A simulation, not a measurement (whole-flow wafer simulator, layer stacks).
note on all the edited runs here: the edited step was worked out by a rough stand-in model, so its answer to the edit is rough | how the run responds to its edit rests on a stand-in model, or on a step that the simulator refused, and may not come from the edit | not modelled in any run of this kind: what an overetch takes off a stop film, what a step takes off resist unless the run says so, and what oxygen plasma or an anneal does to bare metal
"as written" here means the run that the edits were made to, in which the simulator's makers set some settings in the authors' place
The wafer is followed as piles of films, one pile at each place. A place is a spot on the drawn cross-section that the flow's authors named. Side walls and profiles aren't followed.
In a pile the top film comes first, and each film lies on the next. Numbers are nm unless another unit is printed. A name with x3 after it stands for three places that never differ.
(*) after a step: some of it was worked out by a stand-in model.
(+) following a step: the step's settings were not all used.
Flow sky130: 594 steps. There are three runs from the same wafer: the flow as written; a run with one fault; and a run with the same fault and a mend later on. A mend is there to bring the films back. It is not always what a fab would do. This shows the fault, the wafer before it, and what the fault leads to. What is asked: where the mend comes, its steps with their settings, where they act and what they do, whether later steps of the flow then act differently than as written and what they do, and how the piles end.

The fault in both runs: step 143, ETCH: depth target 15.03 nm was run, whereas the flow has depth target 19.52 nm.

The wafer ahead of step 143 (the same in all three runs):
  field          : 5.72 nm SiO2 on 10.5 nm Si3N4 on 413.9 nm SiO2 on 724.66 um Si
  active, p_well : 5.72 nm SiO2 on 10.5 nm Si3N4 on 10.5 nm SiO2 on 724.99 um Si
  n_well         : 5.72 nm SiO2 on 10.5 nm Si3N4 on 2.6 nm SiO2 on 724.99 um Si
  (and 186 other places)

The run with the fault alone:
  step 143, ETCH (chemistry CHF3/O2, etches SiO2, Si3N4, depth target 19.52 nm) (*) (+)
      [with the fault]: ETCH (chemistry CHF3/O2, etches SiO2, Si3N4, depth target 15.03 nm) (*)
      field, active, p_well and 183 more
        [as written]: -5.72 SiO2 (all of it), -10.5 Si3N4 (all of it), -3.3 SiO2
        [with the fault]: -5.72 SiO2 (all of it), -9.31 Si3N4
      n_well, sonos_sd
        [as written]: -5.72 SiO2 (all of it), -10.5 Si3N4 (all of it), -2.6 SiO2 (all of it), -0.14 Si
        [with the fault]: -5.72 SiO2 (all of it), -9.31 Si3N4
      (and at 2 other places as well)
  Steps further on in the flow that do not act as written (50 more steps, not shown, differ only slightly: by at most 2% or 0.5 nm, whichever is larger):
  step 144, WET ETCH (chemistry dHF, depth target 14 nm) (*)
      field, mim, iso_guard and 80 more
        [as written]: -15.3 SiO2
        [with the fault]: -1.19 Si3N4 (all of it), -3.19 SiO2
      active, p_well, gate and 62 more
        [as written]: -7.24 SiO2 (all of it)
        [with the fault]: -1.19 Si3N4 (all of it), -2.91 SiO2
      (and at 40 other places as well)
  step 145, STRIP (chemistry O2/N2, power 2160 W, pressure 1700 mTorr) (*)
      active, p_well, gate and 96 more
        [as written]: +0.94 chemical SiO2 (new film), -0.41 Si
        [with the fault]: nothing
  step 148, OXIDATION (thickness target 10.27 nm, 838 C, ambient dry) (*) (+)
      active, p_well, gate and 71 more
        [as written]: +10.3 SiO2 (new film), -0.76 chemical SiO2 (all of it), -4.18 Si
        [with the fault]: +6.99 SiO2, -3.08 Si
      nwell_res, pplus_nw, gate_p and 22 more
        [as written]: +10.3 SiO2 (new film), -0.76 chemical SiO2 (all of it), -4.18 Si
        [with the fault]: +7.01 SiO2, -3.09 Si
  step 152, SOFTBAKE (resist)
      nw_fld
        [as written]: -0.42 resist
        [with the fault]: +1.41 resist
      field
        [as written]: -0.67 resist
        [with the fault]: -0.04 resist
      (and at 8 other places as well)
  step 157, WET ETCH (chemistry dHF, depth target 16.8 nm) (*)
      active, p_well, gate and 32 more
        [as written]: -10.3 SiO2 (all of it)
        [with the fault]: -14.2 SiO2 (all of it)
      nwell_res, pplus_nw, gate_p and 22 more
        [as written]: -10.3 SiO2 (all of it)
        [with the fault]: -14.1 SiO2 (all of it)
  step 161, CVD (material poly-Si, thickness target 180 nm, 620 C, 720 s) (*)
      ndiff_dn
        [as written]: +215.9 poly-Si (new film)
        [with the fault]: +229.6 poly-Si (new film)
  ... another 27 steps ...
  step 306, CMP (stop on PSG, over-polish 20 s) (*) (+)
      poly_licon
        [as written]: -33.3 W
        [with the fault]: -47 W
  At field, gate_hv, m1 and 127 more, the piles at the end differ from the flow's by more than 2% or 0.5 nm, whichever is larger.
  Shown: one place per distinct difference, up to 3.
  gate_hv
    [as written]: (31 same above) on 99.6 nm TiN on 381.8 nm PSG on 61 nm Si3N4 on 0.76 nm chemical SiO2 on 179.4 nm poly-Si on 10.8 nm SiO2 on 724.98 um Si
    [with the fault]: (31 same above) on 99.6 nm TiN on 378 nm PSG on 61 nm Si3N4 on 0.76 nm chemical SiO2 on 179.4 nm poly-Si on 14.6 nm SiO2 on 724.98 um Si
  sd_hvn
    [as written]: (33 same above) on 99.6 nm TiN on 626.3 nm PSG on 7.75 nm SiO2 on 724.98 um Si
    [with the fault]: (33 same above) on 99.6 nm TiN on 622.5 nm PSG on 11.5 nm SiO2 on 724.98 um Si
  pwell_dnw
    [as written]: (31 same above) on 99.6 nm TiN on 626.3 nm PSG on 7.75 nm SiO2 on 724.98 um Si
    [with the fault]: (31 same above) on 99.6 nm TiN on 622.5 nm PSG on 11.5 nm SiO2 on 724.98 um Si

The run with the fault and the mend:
  The mend stands after step 143.
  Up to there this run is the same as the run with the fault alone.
  step 143a, ETCH (chemistry CHF3/O2, etches SiO2, Si3N4, depth target 4.49 nm) (*) (+) (the flow's step 143, run once more with other settings)
      field, active, p_well and 183 more
        -1.19 Si3N4 (all of it), -3.3 SiO2
      n_well, sonos_sd
        -1.19 Si3N4 (all of it), -2.6 SiO2 (all of it), -0.14 Si
      sonos_cell, sonos_cell_x
        -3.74 resist
  None of the later steps of the flow differs from how it acts as written, at any place that is followed, by more than 2% or 0.5 nm, whichever is larger.
  When the end is reached, the piles differ only a little from the flow's at the places that both follow, at most by 2% or 0.5 nm, whichever is larger.
